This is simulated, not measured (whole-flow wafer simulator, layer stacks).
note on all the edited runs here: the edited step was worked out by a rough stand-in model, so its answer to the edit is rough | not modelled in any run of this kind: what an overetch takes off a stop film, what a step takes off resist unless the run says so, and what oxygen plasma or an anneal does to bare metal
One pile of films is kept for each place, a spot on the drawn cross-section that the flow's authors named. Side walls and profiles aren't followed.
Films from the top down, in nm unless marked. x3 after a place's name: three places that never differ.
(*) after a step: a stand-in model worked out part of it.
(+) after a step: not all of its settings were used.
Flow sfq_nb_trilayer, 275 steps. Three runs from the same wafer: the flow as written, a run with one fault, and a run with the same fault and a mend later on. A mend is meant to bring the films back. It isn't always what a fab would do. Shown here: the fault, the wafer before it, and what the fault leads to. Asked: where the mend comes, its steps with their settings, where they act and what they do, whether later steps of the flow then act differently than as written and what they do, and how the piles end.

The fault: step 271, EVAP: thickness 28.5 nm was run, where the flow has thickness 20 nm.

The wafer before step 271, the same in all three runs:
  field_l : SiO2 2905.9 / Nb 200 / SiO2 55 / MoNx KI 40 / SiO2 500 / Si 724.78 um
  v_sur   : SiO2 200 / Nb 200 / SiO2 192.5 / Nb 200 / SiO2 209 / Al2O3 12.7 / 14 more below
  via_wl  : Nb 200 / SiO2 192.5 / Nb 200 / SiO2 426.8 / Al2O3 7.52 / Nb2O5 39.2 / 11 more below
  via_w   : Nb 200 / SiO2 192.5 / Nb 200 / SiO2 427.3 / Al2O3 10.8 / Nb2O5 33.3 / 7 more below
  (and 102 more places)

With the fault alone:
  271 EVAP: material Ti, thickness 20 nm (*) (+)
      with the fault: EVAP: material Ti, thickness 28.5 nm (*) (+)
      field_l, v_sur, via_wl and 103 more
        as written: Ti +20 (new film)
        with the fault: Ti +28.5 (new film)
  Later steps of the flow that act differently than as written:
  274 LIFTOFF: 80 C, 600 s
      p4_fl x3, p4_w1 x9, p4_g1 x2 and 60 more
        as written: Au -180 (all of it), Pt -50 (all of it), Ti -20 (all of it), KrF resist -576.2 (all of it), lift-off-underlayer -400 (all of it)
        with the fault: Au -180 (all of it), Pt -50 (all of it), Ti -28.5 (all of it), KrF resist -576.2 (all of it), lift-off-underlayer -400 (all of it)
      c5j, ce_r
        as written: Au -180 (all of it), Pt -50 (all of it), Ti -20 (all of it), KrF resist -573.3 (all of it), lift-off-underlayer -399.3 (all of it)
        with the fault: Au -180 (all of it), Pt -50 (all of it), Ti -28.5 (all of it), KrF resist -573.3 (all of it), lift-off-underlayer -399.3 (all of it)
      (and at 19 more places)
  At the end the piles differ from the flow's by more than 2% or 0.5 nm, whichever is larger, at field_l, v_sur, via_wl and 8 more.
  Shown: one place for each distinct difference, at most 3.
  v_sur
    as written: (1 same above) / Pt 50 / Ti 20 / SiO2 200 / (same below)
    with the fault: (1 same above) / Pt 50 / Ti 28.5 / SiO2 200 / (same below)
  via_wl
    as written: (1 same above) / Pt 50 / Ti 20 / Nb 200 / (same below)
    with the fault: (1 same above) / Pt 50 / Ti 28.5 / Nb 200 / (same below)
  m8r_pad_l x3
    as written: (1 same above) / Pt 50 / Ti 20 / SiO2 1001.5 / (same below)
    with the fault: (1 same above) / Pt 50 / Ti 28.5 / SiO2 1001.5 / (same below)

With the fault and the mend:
  The mend comes after step 271.
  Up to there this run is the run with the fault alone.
  271a METAL ETCH: etches Ti, MoNx, depth 8.5 nm (the flow's step 190 once more, with other settings)
      field_l, v_sur, via_wl and 103 more
        Ti -8.5
  No later step of the flow acts differently than as written at any place that is followed.
  At the end the piles are the same as the flow's at every place that both follow.
